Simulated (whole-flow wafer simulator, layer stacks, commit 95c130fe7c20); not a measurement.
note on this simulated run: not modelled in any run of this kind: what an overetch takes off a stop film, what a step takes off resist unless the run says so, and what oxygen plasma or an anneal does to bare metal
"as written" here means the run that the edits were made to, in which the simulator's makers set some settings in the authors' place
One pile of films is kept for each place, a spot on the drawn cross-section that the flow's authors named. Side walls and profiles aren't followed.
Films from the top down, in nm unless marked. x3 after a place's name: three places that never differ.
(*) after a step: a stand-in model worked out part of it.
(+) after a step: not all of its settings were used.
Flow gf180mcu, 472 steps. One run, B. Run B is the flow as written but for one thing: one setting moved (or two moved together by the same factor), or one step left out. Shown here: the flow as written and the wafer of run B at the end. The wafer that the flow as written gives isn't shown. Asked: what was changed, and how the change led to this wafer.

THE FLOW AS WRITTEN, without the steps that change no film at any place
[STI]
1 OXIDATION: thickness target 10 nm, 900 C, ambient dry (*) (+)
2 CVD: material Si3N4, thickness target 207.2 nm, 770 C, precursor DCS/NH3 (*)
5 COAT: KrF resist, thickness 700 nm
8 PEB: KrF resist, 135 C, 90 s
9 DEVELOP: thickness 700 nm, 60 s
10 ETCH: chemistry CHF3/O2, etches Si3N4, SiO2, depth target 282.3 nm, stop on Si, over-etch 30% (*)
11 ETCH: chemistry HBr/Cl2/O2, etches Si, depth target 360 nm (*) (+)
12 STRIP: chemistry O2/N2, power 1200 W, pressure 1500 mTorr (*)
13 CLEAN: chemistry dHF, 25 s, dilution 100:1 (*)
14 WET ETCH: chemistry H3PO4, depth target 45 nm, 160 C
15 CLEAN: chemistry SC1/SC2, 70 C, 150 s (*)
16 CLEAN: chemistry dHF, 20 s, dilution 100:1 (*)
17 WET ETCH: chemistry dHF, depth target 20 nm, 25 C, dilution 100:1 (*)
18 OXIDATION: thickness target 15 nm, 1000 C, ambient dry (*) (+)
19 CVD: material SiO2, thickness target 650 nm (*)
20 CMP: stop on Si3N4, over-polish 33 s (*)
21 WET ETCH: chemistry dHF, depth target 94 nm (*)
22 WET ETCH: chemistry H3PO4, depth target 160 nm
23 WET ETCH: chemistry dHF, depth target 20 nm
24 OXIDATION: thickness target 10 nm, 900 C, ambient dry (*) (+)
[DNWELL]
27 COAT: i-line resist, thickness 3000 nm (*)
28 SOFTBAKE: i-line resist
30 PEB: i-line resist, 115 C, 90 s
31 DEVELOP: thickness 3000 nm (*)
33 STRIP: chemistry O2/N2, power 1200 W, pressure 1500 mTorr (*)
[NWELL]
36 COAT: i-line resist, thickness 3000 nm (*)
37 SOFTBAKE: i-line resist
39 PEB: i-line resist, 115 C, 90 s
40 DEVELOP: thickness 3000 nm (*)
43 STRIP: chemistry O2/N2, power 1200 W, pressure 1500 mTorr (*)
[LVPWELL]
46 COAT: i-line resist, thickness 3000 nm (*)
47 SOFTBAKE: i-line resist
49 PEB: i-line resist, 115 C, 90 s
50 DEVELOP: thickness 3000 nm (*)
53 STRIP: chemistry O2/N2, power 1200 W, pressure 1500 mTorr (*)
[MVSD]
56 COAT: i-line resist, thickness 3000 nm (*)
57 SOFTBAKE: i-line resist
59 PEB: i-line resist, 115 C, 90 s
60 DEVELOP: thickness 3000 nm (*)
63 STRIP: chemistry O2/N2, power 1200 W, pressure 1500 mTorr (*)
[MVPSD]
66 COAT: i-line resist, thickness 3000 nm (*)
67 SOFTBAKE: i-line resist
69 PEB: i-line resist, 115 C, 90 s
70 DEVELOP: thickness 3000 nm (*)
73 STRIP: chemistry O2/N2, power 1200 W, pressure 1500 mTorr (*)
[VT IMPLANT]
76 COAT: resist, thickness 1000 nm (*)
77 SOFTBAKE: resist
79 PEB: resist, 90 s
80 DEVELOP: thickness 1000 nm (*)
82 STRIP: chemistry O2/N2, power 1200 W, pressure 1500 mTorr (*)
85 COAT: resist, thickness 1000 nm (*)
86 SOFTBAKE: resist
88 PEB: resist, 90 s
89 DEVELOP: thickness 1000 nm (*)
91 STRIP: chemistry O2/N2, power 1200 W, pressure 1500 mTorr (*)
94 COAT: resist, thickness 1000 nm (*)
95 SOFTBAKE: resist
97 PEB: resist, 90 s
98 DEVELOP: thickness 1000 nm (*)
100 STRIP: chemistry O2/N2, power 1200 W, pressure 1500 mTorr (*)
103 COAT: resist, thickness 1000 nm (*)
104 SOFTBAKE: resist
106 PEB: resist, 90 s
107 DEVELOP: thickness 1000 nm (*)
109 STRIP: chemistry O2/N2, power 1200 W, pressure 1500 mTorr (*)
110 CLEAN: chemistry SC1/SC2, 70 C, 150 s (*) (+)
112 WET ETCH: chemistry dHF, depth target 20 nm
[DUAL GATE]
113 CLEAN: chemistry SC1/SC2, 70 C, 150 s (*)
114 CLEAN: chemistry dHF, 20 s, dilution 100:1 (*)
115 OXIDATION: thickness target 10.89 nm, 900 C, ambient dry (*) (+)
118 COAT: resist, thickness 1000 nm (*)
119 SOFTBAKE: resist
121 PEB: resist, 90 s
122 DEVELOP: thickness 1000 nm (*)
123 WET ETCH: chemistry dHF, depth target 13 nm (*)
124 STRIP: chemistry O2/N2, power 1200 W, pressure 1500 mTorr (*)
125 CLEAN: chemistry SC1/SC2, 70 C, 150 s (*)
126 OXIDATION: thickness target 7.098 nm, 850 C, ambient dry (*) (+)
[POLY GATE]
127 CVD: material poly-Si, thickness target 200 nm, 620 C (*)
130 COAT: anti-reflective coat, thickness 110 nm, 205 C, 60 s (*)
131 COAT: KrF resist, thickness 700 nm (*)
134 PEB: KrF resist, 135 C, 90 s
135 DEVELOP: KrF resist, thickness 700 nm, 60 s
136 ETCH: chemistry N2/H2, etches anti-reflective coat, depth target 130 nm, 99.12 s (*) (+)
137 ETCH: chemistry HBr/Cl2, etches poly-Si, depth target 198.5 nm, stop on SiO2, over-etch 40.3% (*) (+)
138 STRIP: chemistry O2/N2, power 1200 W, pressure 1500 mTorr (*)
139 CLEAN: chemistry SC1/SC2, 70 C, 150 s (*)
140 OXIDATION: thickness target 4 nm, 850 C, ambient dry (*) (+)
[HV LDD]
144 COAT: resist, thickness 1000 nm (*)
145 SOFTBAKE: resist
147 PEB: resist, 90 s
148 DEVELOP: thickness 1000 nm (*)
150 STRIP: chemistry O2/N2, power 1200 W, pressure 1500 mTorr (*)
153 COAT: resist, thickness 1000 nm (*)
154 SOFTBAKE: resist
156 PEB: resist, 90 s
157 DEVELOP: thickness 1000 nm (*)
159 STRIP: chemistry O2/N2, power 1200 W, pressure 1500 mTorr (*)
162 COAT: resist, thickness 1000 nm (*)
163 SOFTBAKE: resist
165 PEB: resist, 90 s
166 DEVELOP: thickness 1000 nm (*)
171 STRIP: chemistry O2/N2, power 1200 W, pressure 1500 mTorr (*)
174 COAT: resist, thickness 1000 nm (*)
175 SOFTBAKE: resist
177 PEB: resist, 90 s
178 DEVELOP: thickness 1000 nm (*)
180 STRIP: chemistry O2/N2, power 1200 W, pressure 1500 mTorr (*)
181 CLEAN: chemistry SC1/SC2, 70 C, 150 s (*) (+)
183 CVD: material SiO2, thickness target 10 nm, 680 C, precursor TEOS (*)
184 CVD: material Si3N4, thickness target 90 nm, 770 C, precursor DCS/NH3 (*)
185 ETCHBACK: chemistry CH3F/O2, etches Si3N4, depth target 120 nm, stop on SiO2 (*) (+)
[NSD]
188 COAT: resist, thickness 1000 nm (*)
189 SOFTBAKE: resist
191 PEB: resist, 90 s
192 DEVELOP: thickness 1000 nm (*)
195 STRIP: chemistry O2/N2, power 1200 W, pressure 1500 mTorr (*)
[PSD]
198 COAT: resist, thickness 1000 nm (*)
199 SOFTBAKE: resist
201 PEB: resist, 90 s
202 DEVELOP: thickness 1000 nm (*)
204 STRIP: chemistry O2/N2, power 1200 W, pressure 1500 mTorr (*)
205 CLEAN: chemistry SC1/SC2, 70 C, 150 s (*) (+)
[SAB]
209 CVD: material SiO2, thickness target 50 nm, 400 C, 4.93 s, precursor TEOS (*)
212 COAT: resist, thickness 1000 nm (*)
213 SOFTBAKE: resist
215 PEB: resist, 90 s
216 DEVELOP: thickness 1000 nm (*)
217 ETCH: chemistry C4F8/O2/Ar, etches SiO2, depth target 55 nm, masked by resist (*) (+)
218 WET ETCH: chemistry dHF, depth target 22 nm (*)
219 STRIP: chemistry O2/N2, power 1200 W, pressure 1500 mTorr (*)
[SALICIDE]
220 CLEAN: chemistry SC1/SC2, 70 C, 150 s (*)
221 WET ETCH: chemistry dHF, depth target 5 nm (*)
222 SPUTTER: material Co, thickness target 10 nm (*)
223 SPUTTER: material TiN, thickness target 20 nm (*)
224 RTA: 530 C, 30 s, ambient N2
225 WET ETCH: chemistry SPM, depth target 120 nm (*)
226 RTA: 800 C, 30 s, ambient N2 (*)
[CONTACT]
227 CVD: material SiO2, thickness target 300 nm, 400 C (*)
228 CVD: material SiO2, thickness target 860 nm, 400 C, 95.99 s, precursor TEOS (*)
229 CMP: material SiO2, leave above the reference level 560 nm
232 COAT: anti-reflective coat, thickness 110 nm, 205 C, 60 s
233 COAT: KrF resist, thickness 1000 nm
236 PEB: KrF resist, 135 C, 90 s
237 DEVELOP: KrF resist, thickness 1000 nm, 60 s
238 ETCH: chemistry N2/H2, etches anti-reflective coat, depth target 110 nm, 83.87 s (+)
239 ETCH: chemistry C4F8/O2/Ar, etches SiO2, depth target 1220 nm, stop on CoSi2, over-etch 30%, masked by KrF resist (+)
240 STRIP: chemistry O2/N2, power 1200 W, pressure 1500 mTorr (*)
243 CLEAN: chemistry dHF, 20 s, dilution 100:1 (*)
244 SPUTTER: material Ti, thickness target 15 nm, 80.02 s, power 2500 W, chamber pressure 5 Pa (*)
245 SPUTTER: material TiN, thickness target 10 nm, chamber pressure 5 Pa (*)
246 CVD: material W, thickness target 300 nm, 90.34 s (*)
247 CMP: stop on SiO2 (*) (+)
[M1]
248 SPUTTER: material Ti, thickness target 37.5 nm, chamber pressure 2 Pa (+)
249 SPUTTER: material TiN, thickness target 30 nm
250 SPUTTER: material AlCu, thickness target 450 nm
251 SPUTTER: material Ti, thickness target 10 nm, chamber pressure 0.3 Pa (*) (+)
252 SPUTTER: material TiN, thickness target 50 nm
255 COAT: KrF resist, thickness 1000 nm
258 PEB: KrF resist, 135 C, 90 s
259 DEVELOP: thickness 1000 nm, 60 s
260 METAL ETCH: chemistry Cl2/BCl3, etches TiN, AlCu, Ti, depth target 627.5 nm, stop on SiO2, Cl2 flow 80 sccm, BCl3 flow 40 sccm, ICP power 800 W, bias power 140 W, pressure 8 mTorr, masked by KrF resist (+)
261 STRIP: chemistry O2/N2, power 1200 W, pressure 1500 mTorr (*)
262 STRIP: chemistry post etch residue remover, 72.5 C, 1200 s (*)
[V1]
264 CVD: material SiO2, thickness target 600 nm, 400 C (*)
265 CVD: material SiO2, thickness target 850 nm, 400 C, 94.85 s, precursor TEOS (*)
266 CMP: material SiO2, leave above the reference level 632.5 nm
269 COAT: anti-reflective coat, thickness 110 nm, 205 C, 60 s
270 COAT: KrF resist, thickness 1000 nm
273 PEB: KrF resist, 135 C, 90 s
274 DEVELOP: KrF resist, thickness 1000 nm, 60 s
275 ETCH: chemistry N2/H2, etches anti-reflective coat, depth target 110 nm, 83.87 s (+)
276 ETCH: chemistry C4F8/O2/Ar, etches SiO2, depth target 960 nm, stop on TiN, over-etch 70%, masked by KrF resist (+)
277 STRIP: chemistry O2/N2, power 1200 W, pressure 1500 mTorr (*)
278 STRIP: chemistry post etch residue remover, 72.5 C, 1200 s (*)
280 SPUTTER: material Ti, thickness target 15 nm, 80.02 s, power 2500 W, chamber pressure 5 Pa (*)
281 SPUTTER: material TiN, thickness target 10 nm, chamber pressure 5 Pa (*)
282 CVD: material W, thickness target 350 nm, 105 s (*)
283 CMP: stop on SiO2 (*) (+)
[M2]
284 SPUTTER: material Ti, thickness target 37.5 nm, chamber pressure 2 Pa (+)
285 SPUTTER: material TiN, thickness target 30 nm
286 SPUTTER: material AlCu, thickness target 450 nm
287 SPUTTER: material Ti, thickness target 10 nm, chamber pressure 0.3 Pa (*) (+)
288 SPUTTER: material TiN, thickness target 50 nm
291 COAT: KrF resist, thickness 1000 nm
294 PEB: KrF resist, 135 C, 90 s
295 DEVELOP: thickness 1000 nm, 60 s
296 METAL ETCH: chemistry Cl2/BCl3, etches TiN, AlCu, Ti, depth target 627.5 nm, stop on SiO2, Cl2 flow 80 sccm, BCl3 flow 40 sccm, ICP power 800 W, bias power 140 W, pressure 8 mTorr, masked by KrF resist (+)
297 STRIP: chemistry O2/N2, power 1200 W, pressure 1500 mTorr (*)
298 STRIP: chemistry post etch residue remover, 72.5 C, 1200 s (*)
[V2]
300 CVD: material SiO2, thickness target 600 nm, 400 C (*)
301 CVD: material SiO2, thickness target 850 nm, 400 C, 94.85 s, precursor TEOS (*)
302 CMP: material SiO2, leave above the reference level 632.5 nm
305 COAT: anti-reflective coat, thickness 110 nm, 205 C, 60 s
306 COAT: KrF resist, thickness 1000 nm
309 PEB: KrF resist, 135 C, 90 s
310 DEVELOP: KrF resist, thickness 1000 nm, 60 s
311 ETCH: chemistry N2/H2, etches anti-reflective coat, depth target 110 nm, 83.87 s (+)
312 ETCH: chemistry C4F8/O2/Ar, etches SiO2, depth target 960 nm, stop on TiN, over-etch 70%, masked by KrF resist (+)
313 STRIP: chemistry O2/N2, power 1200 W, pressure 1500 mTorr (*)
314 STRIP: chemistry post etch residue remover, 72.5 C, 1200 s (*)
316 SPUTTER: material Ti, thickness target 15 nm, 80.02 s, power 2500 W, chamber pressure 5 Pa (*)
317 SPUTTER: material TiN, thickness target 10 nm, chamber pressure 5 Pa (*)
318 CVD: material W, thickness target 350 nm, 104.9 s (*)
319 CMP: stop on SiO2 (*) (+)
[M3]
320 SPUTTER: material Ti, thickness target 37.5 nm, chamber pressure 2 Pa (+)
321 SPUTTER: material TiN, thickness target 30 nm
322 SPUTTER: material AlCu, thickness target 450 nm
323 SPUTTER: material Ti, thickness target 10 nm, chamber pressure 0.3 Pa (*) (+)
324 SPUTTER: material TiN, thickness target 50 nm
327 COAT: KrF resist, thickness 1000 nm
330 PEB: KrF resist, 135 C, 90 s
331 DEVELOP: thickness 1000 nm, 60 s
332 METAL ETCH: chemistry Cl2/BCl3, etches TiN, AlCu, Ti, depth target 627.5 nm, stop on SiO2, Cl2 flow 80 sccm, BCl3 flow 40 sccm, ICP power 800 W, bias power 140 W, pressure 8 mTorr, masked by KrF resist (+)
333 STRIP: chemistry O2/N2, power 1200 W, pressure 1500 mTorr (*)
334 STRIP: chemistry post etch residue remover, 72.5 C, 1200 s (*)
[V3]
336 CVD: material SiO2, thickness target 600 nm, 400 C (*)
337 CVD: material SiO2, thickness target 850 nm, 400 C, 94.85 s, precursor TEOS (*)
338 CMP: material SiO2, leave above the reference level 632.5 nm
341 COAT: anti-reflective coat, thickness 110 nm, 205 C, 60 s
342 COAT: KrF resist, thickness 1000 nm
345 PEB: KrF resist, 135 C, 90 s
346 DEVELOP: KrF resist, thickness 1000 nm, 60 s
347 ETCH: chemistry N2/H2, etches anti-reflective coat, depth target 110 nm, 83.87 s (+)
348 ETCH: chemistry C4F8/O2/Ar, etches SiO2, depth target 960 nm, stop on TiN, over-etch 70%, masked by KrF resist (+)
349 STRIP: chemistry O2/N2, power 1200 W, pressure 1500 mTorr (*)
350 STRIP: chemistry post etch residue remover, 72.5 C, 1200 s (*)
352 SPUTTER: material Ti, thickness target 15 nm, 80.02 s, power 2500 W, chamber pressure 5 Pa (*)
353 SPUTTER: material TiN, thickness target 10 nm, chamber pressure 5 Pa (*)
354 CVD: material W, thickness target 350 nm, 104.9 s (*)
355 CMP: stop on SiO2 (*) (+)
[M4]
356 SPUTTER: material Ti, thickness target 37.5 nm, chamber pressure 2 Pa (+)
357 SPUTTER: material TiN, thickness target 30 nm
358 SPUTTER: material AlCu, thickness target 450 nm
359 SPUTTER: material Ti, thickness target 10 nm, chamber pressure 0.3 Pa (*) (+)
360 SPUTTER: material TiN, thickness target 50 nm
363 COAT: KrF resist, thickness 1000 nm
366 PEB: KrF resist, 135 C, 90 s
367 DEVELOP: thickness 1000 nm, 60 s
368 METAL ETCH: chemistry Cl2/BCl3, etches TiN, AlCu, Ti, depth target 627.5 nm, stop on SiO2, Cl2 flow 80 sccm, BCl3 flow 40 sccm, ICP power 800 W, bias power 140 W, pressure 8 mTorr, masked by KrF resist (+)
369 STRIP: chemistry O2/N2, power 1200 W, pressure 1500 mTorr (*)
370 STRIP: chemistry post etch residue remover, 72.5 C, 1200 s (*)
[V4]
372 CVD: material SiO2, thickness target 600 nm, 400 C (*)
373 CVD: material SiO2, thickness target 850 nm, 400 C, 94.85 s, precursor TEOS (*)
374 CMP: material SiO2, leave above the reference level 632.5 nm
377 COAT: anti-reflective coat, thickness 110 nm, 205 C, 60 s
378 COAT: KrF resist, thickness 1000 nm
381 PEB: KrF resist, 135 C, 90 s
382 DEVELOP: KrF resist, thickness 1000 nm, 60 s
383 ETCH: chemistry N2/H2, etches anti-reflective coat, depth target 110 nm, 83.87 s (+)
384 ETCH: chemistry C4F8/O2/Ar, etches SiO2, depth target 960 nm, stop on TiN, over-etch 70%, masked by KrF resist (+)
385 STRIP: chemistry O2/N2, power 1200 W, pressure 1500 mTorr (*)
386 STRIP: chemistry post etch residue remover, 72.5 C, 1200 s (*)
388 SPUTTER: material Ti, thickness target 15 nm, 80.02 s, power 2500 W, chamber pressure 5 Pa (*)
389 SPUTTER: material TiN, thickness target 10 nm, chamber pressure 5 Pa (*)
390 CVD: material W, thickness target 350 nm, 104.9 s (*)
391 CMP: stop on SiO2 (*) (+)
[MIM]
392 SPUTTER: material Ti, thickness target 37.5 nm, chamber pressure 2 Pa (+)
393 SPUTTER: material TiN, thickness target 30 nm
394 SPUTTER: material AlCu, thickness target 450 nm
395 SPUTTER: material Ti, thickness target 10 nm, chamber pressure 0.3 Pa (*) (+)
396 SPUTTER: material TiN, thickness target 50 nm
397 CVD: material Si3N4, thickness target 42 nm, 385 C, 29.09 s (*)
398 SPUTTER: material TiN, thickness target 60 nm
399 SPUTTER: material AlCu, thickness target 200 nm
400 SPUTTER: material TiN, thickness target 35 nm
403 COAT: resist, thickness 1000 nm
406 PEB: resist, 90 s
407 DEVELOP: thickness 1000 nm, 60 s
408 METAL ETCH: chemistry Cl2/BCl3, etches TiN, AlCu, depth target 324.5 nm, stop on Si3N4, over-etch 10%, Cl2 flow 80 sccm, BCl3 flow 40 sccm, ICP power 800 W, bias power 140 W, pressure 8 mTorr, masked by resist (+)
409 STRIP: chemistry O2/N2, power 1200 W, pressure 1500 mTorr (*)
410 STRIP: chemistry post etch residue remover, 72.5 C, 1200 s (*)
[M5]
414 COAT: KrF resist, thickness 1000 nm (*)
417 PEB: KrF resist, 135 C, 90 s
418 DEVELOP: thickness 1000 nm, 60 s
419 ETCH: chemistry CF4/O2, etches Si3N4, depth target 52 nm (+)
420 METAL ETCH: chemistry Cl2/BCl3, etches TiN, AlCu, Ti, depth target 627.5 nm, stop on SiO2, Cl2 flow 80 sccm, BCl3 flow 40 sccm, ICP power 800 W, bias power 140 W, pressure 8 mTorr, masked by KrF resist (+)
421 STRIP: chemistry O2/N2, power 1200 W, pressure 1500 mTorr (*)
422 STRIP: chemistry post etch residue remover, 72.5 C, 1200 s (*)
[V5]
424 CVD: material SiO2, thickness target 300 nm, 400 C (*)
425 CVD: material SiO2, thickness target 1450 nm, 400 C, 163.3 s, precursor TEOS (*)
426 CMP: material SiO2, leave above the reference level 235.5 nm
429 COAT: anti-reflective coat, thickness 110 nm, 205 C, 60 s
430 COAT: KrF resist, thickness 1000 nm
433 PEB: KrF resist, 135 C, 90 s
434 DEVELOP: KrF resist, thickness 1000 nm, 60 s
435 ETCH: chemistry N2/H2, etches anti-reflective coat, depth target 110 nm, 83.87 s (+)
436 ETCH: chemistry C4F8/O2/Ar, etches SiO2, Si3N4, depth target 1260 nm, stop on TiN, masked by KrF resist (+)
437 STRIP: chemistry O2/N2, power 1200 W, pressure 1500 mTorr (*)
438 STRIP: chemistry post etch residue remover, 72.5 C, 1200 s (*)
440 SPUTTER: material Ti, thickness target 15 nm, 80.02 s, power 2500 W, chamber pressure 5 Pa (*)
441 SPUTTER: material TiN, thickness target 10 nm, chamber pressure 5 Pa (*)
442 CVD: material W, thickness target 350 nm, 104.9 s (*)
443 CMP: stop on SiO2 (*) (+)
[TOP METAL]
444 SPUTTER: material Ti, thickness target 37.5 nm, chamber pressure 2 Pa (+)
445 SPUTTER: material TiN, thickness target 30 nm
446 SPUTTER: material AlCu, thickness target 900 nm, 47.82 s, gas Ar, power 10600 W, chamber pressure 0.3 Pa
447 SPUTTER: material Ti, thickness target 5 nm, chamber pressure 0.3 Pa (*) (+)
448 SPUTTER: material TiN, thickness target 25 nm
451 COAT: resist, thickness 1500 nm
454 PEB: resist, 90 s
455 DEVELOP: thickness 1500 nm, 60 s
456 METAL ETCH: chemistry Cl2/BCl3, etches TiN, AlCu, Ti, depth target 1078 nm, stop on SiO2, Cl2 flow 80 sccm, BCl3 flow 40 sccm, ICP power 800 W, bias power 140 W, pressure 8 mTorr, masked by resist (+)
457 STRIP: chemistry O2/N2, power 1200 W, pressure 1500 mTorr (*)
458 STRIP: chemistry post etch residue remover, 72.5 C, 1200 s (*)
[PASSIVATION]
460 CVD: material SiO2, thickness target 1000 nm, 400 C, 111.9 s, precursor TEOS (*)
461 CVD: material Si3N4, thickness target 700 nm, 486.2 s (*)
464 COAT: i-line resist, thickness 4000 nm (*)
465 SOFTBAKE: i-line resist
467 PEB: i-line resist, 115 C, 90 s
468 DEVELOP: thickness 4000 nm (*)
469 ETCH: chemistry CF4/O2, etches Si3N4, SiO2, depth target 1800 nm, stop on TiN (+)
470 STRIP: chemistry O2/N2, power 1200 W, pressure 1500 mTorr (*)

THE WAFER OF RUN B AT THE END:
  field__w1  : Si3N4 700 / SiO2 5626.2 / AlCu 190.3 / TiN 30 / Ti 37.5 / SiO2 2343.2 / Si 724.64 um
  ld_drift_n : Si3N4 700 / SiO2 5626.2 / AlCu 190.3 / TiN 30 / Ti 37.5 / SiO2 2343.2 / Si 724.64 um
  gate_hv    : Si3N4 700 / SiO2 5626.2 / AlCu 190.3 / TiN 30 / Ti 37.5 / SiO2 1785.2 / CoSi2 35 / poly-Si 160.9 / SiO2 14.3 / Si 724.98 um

The cause: step 296, METAL ETCH: depth target 314 nm was run, where the flow has depth target 627.5 nm.

How the change led to this, step by step:
  296 METAL ETCH: chemistry Cl2/BCl3, etches TiN, AlCu, Ti, depth target 627.5 nm, stop on SiO2, Cl2 flow 80 sccm, BCl3 flow 40 sccm, ICP power 800 W, bias power 140 W, pressure 8 mTorr, masked by KrF resist (+)
      field, field__w1, field__w2 and 103 more: TiN -50 (all of it), Ti -10 (all of it), AlCu -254 (as written it would be: TiN -50 (all of it), Ti -10 (all of it), AlCu -450 (all of it), TiN -30 (all of it), Ti -37.5 (all of it))
      field__w8, contact, m1, m1__w1, m1_nw: KrF resist -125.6 (as written it would be: KrF resist -251)
  297 STRIP: chemistry O2/N2, power 1200 W, pressure 1500 mTorr (*)
      field__w8, contact, m1, m1__w1, m1_nw: KrF resist -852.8 (all of it) (as written it would be: KrF resist -727.4 (all of it))
  298 STRIP: chemistry post etch residue remover, 72.5 C, 1200 s (*)
      field, field__w1, field__w2 and 103 more: AlCu -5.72 (as written it would be: nothing)
  300 CVD: material SiO2, thickness target 600 nm, 400 C (*)
      field, field__w1, field__w2 and 103 more: SiO2 +600 (new film) (as written it would be: SiO2 +600)
  302 CMP: material SiO2, leave above the reference level 632.5 nm
      field, field__w1, field__w2 and 103 more: SiO2 -557.8 (as written it would be: SiO2 -300)
Counting metal films that touch as one body, field__w1 has 1 body; the flow as written gives 0 bodies.
Counting metal films that touch as one body, ld_drift_n has 1 body; the flow as written gives 0 bodies.
Counting metal films that touch as one body, gate_hv has 2 bodies (between them, from the top down: SiO2 1785.2); the flow as written gives 1 body.
